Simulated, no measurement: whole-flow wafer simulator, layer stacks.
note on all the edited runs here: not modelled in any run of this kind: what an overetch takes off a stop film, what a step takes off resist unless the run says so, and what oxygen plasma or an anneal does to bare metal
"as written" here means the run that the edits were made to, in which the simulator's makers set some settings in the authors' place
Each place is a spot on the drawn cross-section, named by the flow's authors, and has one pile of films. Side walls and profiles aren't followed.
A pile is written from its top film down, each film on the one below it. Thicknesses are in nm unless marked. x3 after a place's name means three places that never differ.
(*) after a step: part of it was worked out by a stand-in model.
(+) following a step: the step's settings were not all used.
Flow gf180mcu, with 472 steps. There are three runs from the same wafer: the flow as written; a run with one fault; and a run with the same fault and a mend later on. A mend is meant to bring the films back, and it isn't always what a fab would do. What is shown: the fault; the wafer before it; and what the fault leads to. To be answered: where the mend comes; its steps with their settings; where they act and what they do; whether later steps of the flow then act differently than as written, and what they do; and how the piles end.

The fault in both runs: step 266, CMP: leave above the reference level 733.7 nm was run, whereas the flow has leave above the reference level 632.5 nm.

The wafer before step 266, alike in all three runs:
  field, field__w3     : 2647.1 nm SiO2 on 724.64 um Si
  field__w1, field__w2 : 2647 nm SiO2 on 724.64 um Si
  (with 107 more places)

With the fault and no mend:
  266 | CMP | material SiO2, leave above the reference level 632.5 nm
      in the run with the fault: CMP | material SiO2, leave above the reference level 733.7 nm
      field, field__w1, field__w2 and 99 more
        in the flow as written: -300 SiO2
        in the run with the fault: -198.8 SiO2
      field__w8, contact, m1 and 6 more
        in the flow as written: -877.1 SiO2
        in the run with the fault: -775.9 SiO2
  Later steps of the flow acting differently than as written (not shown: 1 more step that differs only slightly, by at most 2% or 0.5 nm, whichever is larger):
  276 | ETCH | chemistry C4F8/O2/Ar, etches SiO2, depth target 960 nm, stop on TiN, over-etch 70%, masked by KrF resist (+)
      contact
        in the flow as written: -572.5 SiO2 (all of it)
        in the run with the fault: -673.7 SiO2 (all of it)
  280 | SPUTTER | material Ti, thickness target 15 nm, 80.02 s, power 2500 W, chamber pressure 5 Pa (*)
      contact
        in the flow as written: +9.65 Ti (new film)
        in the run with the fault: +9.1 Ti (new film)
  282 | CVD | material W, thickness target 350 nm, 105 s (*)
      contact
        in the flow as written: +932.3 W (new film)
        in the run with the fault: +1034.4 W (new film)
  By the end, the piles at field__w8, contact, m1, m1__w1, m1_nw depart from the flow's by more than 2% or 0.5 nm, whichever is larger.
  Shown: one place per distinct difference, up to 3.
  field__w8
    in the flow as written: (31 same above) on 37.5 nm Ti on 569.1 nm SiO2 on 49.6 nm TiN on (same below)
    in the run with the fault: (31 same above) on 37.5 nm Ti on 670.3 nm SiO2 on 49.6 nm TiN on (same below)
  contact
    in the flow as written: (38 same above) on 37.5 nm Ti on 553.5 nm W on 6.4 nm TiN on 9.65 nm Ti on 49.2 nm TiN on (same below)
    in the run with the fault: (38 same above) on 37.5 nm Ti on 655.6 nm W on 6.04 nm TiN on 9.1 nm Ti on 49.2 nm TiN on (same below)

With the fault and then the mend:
  The mend follows step 266.
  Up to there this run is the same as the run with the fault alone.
  266a | CMP | material SiO2, leave above the reference level 632.5 nm (the flow's step 266 again)
      field, field__w1, field__w2 and 108 more
        -101.2 SiO2
  Later steps of the flow that are run all act as written at every place that is followed.
  By the end, the piles equal the flow's at every place that both follow.
